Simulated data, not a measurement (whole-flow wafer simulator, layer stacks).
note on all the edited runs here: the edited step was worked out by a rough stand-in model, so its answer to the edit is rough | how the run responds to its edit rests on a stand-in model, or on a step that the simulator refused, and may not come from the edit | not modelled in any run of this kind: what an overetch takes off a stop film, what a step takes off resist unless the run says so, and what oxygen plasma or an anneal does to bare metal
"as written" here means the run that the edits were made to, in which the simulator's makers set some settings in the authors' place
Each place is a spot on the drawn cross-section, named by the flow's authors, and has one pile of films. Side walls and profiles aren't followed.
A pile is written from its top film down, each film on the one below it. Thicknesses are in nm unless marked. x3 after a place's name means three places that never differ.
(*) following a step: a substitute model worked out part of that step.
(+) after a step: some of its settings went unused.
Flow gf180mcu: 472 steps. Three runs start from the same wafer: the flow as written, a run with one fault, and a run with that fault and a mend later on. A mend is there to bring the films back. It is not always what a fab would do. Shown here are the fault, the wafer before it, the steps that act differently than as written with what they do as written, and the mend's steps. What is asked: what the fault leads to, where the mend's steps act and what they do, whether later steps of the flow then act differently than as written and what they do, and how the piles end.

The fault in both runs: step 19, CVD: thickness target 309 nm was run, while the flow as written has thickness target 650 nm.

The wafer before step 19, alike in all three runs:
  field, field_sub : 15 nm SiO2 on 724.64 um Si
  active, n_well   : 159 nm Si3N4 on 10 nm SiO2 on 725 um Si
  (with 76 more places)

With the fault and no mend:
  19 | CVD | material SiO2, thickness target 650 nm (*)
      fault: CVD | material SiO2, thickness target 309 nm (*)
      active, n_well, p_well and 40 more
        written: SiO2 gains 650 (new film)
        fault: SiO2 gains 309 (new film)
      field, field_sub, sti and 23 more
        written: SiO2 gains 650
        fault: SiO2 gains 309
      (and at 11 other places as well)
  Steps later in the flow that act otherwise than as written (not shown: 5 more steps that differ only slightly, by at most 2% or 0.5 nm, whichever is larger):
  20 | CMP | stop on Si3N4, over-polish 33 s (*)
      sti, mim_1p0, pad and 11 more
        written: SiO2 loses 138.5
        fault: nothing
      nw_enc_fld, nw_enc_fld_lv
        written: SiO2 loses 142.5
        fault: nothing
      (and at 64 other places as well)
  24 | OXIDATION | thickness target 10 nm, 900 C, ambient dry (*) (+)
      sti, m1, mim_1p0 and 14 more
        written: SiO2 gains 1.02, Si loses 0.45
        fault: SiO2 gains 1.69, Si loses 0.74
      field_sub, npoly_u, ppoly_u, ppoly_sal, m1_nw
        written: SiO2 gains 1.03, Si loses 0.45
        fault: SiO2 gains 1.69, Si loses 0.74
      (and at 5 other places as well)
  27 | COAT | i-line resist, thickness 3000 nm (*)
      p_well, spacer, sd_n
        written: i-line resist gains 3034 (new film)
        fault: i-line resist gains 2843.4 (new film)
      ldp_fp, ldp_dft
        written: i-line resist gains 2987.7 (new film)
        fault: i-line resist gains 2857.3 (new film)
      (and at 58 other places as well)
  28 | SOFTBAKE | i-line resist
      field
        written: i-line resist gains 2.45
        fault: i-line resist loses 11.6
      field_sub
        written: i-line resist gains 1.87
        fault: i-line resist loses 7.5
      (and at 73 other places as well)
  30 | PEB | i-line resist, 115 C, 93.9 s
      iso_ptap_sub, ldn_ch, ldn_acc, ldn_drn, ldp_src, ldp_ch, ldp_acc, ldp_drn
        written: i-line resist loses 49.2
        fault: i-line resist loses 46.8
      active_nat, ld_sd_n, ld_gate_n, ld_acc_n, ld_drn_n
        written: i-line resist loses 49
        fault: i-line resist loses 47.3
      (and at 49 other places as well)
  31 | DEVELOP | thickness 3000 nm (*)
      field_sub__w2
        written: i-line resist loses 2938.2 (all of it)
        fault: i-line resist loses 3016.7 (all of it)
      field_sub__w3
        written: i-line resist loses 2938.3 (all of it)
        fault: i-line resist loses 3022.1 (all of it)
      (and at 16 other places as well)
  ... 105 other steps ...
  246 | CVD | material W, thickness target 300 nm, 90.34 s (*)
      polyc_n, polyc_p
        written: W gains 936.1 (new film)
        fault: W gains 1137.5 (new film)
  By the end, the piles at field__w3, field__w6, field_sub__w4 and 18 more depart from the flow's by more than 2% or 0.5 nm, whichever is larger.
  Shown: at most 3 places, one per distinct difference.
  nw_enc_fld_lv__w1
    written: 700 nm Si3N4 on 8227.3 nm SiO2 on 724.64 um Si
    fault: 700 nm Si3N4 on 7928.9 nm SiO2 on 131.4 nm poly-Si on 167.8 nm SiO2 on 724.63 um Si
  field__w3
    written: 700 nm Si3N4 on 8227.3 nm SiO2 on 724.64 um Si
    fault: 700 nm Si3N4 on 8053.2 nm SiO2 on 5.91 nm CoSi on 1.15 nm CoSi2 on 167.8 nm SiO2 on 724.63 um Si
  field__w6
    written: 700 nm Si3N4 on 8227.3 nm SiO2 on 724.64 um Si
    fault: 700 nm Si3N4 on 7906.3 nm SiO2 on 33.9 nm CoSi2 on 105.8 nm poly-Si on 182 nm SiO2 on 724.63 um Si

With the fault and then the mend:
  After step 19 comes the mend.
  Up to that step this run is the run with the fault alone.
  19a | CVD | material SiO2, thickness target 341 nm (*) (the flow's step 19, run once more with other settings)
      field, field_sub, active and 76 more
        SiO2 gains 341
      m1
        SiO2 gains 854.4
  None of the later steps of the flow differs from how it acts as written, at any place that is followed, by more than 2% or 0.5 nm, whichever is larger.
  When the end is reached, the piles differ only a little from the flow's at the places that both follow, at most by 2% or 0.5 nm, whichever is larger.
